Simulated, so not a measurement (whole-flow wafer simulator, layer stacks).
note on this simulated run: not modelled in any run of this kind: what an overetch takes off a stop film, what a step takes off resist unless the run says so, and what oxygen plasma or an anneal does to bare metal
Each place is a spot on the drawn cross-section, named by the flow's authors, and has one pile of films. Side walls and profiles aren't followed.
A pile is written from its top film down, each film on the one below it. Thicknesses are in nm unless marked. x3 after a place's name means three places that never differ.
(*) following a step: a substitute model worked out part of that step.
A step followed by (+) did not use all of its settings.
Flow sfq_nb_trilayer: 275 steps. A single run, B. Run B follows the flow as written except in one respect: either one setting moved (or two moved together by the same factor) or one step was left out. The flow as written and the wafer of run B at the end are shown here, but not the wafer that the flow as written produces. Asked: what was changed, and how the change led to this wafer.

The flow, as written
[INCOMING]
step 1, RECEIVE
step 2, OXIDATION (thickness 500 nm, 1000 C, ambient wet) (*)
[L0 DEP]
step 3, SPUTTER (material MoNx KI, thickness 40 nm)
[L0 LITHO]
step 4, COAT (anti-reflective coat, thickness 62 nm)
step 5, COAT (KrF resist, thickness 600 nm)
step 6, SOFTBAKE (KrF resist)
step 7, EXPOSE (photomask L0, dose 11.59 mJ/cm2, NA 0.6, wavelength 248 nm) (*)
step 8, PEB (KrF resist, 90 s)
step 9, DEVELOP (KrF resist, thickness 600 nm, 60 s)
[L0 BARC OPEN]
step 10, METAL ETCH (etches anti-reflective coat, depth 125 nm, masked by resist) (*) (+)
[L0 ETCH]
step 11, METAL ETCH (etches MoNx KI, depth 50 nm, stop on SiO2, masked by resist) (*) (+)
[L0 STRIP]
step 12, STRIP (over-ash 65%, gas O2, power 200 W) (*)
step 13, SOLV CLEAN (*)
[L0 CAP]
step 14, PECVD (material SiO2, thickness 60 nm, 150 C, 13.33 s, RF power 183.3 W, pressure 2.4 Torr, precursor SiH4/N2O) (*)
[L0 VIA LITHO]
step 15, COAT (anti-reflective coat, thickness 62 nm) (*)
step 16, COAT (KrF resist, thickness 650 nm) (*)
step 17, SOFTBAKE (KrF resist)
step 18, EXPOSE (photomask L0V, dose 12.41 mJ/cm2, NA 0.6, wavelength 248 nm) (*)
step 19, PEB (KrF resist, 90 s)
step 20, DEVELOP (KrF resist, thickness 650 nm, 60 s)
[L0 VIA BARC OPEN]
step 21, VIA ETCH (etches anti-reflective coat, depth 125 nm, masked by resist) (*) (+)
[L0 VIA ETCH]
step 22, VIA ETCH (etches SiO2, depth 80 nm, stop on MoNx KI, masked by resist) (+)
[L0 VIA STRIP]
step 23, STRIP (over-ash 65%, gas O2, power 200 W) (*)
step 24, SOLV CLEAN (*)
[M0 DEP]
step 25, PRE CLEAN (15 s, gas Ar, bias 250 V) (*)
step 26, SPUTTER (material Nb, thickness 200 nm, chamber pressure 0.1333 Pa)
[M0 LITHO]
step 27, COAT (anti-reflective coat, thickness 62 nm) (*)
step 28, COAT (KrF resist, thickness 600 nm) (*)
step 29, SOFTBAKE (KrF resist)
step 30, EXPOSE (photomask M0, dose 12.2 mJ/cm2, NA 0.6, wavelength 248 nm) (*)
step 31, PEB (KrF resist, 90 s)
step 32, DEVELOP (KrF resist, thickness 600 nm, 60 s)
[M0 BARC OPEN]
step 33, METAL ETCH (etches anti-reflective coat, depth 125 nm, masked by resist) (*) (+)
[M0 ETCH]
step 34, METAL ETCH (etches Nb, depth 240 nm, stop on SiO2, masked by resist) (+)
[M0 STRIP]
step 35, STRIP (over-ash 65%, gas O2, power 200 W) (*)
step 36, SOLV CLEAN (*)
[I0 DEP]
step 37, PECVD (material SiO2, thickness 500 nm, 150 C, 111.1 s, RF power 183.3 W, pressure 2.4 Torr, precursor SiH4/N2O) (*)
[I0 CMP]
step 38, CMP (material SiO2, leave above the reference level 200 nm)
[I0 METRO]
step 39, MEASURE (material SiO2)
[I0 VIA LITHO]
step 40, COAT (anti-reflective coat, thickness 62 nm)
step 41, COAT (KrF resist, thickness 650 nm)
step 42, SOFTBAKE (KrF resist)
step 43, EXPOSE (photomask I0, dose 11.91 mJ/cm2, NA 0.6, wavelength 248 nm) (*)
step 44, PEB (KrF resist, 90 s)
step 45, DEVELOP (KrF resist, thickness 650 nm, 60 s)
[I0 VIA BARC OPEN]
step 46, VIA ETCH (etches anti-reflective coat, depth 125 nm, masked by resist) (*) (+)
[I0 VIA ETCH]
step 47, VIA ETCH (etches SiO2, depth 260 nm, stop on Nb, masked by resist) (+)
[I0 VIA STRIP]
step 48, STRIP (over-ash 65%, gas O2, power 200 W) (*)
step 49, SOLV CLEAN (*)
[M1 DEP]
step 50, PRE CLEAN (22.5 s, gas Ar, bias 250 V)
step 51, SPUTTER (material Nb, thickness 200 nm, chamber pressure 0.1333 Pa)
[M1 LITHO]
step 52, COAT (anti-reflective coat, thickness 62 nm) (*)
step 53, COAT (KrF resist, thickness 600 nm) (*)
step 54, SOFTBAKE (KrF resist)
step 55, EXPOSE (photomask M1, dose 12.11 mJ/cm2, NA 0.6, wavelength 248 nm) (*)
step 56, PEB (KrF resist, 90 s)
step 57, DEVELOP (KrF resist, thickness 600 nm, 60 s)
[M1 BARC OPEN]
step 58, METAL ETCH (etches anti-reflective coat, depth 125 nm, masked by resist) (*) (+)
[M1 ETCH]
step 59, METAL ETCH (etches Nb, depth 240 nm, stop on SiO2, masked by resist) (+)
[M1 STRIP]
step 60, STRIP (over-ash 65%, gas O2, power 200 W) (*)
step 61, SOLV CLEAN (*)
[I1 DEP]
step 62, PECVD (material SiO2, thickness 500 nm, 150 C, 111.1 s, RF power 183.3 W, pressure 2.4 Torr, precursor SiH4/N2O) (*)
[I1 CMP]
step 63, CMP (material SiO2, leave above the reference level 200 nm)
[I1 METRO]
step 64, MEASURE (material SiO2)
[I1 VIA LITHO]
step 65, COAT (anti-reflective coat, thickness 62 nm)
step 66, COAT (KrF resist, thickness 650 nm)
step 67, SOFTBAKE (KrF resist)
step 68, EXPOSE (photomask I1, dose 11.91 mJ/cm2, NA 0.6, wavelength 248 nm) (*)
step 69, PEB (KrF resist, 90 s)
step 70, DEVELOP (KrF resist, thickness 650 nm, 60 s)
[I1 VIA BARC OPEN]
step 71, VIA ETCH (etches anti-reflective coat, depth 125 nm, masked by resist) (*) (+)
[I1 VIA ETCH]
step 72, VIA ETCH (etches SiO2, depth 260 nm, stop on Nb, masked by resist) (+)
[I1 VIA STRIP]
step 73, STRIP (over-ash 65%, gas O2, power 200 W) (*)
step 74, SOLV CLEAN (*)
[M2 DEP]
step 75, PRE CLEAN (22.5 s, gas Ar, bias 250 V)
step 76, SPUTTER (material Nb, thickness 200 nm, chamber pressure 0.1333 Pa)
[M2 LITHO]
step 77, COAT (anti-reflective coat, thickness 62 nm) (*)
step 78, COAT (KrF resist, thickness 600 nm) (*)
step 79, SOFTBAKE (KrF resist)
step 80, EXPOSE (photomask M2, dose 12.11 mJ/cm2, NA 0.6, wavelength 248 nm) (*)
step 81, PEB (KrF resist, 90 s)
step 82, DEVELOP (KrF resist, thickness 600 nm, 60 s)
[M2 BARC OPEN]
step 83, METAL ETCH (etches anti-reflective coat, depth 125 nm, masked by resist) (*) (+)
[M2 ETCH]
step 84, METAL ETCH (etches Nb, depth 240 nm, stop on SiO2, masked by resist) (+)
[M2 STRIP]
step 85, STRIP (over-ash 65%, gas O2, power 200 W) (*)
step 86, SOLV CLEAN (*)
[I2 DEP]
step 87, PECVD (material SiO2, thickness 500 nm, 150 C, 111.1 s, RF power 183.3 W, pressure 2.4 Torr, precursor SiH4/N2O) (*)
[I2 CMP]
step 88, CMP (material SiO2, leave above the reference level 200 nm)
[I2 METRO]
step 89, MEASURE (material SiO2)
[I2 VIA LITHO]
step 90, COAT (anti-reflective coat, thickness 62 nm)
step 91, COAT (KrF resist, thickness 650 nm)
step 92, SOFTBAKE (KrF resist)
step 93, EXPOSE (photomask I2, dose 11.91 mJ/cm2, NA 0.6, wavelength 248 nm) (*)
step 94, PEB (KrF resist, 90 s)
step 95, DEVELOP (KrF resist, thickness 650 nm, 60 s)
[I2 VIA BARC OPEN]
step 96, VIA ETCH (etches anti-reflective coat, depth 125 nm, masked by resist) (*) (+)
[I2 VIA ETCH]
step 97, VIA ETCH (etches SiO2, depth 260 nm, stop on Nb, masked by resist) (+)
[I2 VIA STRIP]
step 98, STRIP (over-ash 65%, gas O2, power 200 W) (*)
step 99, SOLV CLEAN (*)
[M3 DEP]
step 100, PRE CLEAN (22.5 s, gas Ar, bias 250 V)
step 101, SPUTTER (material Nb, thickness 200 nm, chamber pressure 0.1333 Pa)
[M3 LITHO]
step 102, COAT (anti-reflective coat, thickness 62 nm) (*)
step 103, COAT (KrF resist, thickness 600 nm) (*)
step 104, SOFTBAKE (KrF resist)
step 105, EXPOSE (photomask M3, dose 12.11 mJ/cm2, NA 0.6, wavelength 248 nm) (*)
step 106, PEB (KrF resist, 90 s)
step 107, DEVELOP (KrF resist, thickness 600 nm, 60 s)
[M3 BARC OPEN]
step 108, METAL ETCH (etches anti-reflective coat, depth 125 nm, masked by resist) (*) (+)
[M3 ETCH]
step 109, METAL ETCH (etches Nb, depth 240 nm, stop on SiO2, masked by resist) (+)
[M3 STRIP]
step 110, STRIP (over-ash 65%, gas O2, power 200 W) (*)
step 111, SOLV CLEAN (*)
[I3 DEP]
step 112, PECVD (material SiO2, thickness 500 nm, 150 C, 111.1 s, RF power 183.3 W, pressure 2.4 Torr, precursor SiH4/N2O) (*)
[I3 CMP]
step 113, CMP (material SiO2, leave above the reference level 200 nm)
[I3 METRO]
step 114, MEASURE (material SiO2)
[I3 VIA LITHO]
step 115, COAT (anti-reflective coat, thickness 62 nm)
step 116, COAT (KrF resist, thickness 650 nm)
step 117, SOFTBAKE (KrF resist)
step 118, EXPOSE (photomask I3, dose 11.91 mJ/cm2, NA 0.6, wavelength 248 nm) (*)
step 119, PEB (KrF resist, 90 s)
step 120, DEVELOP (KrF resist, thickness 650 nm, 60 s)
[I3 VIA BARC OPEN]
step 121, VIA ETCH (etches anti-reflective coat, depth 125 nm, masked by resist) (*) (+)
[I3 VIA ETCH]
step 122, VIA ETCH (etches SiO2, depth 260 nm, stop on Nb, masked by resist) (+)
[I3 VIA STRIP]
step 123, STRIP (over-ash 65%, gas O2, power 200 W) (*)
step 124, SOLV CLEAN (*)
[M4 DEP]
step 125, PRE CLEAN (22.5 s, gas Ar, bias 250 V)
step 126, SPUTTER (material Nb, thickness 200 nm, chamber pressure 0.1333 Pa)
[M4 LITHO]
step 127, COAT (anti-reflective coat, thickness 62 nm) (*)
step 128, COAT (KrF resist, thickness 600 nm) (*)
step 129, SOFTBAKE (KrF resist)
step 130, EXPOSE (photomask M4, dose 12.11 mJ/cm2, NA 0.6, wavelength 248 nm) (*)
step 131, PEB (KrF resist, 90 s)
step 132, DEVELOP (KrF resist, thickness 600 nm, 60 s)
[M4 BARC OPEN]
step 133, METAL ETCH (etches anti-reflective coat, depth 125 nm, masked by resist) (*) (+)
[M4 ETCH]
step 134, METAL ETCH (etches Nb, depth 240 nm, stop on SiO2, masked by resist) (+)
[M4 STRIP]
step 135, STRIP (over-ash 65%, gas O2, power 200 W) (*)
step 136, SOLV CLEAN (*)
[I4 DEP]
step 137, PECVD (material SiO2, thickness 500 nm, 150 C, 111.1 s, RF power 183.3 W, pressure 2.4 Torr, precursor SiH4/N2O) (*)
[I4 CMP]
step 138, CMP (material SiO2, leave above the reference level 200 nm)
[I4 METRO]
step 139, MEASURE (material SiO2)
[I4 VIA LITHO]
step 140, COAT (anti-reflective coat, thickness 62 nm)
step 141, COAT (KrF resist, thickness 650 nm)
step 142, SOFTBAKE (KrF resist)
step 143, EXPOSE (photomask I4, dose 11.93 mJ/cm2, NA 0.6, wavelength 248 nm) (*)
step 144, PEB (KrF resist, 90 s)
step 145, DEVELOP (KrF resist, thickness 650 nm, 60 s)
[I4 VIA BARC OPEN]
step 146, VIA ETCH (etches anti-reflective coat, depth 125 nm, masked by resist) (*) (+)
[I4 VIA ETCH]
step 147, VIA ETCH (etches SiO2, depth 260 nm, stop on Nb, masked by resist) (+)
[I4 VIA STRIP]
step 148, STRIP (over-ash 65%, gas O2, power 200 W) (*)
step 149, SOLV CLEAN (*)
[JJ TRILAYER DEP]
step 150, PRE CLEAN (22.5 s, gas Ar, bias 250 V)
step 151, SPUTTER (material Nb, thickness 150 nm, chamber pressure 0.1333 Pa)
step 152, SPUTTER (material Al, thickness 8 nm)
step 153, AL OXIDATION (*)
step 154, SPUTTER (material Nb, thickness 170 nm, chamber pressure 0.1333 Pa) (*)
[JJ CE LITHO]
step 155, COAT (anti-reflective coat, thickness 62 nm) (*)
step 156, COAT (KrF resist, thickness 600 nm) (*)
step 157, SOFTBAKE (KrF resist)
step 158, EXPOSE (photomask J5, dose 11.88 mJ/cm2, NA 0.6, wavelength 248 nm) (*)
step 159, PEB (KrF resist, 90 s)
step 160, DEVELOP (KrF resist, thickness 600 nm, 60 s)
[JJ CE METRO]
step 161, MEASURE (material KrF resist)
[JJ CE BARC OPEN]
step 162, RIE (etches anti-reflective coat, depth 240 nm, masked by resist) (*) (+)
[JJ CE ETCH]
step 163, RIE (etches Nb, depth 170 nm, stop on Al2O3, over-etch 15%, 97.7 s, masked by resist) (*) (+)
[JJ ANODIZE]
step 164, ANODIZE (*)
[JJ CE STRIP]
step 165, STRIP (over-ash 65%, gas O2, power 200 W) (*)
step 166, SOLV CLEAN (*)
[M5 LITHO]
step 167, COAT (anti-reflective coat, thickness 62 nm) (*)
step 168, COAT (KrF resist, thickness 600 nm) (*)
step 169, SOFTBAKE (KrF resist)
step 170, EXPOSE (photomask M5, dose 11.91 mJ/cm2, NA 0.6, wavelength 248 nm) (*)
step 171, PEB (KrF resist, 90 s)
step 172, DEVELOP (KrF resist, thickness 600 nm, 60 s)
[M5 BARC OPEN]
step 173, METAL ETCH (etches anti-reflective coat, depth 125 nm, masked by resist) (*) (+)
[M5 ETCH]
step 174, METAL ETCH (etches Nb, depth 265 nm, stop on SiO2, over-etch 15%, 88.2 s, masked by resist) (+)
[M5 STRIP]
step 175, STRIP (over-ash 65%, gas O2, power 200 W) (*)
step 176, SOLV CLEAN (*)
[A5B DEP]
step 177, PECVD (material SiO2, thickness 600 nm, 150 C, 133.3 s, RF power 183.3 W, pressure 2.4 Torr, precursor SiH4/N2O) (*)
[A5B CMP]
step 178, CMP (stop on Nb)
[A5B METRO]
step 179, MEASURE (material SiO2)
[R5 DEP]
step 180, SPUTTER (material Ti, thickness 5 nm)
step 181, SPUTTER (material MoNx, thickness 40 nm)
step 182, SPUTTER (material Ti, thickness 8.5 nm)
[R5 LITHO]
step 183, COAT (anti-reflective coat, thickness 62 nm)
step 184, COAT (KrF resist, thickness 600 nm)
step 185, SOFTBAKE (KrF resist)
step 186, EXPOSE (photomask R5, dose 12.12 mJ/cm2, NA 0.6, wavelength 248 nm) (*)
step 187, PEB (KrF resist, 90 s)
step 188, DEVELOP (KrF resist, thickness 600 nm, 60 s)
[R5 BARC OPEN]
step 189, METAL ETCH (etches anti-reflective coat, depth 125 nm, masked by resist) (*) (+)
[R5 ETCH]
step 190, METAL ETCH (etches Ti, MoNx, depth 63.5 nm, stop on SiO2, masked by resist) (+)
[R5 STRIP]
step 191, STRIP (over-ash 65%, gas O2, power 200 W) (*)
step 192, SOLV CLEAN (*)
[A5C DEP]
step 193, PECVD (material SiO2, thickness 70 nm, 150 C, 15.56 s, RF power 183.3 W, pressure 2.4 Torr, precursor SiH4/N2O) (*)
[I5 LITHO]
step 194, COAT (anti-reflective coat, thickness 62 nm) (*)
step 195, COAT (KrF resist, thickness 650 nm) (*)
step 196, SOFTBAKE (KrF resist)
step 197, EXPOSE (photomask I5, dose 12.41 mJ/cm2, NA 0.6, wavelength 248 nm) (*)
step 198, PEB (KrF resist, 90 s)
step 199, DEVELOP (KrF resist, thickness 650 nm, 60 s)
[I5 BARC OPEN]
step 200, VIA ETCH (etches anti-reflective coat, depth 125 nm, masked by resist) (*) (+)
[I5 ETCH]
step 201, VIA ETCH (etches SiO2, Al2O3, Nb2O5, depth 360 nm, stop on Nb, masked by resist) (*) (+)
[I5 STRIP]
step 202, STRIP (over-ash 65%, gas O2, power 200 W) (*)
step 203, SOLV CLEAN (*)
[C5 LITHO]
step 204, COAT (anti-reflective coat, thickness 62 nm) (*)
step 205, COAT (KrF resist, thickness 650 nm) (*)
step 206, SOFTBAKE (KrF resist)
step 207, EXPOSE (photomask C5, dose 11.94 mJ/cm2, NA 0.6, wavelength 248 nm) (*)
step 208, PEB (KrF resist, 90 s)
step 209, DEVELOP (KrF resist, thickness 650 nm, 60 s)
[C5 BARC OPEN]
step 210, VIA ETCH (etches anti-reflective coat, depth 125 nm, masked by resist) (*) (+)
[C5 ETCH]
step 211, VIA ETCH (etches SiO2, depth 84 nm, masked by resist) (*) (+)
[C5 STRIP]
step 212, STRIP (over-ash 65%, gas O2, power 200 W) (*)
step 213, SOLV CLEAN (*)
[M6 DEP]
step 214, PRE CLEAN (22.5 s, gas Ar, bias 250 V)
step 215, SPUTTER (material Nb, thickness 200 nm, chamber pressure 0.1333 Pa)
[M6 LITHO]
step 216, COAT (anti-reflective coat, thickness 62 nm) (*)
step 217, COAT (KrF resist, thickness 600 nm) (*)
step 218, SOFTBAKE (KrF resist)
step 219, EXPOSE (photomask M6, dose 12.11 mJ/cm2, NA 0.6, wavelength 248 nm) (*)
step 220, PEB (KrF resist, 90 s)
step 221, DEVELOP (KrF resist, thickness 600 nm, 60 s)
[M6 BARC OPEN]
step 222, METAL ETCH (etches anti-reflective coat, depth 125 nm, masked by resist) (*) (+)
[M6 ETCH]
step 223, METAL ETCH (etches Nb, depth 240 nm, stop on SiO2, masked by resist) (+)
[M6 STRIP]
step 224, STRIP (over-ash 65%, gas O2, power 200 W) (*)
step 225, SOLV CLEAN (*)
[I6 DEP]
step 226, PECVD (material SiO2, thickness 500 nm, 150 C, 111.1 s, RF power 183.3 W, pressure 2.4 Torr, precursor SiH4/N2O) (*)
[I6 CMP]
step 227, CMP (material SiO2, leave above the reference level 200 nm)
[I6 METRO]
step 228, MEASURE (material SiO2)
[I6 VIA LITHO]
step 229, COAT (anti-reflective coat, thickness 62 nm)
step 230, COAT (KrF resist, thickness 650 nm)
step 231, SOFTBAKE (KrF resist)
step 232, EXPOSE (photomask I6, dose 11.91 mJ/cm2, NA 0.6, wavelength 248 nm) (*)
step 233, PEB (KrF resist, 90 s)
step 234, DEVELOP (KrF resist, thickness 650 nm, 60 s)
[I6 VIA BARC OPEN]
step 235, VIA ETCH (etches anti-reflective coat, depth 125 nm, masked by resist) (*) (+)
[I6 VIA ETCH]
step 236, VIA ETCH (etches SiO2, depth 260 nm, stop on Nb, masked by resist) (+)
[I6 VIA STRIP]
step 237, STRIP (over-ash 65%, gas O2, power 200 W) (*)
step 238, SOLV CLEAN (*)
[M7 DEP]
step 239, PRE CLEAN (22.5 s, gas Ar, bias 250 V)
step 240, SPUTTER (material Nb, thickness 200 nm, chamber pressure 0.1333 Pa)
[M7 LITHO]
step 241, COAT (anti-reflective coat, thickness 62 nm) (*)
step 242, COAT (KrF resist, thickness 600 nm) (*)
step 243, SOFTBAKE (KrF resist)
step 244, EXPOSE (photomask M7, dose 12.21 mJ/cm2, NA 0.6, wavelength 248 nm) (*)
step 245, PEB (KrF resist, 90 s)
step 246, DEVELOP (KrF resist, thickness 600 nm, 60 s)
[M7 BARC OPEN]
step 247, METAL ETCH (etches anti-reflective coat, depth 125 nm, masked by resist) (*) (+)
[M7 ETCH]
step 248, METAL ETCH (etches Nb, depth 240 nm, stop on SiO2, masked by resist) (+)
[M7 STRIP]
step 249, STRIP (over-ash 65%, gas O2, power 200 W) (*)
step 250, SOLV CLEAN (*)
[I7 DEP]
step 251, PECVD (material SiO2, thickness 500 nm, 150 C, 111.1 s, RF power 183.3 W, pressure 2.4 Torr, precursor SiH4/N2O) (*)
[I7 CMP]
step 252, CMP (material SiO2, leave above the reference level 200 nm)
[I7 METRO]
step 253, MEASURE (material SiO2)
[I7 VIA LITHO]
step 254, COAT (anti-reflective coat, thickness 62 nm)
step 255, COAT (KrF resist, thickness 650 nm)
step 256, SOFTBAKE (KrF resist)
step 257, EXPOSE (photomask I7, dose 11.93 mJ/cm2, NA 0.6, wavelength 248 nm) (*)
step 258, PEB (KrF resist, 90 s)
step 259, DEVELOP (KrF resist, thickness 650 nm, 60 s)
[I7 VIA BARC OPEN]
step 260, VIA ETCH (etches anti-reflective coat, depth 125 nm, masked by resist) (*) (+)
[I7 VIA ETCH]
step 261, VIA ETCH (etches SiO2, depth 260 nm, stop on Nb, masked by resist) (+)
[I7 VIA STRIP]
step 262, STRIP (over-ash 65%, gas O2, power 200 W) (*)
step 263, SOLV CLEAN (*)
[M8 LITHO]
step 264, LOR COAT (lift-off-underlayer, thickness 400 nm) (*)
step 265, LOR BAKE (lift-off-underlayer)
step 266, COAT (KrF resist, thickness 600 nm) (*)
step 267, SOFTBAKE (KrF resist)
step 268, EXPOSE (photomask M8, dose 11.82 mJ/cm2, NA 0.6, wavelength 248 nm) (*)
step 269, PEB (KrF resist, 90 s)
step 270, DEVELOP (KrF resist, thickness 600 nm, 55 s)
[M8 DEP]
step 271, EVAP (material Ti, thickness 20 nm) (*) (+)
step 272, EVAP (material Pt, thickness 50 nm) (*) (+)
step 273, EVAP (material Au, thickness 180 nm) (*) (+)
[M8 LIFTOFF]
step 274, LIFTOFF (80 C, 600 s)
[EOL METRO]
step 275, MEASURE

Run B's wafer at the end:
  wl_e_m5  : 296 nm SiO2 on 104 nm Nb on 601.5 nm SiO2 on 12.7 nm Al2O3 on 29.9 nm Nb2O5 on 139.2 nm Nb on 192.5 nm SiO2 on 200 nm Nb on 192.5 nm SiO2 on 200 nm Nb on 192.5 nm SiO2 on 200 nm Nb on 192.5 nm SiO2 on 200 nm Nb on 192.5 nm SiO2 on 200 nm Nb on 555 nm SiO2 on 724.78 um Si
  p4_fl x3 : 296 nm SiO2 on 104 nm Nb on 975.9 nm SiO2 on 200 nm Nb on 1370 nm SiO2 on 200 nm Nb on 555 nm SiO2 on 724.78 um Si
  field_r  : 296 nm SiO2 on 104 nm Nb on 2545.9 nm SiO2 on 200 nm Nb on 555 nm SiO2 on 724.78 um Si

Cause: step 248, METAL ETCH: depth 96 nm was run, though the flow has depth 240 nm.

Step by step, how the change led to this:
  step 248, METAL ETCH (etches Nb, depth 240 nm, stop on SiO2, masked by resist) (+)
      field_l, field_r, lsp_l and 62 more: Nb loses 96 (it would be, as written: Nb loses 200 (all of it))
      v_sur, via_wl, via_w and 38 more: KrF resist loses 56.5 (it would be, as written: KrF resist loses 141.2)
  step 249, STRIP (over-ash 65%, gas O2, power 200 W) (*)
      wl_j_sl, wl_jj, wl_j_sr and 14 more: KrF resist loses 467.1 (all of it), anti-reflective coat loses 62 (all of it) (it would be, as written: KrF resist loses 382.4 (all of it), anti-reflective coat loses 62 (all of it))
      ln_m5, lsp_m, ln_m6: KrF resist loses 466.6 (all of it), anti-reflective coat loses 61.8 (all of it) (it would be, as written: KrF resist loses 381.9 (all of it), anti-reflective coat loses 61.8 (all of it))
      (and at 21 other places as well)
  step 251, PECVD (material SiO2, thickness 500 nm, 150 C, 111.1 s, RF power 183.3 W, pressure 2.4 Torr, precursor SiH4/N2O) (*)
      field_l, p4_fl x3, p4_w1 x9 and 46 more: SiO2 gains 500 (new film) (it would be, as written: SiO2 gains 500)
      field_r, lsp_l: SiO2 gains 489.3 (new film) (it would be, as written: SiO2 gains 477.7)
      (and at 4 other places as well)
  step 252, CMP (material SiO2, leave above the reference level 200 nm)
      field_l, p4_fl x3, p4_w1 x9 and 46 more: SiO2 loses 204 (it would be, as written: SiO2 loses 100)
      field_r, lsp_l: SiO2 loses 193.3 (it would be, as written: SiO2 loses 77.7)
      (and at 4 other places as well)
If metal films that touch count as one body, wl_e_m5 has 7 bodies (between them, from the top down: SiO2 601.5 / Al2O3 12.7 / Nb2O5 29.9; SiO2 192.5; SiO2 192.5; SiO2 192.5; SiO2 192.5; SiO2 192.5); the flow as written gives 6 bodies (between them, from the top down: SiO2 192.5; SiO2 192.5; SiO2 192.5; SiO2 192.5; SiO2 192.5).
If metal films that touch count as one body, p4_fl x3 has 3 bodies (between them, from the top down: SiO2 975.9; SiO2 1370); the flow as written gives 2 bodies (between them, from the top down: SiO2 1370).
If metal films that touch count as one body, field_r has 2 bodies (between them, from the top down: SiO2 2545.9); the flow as written gives 1 body.
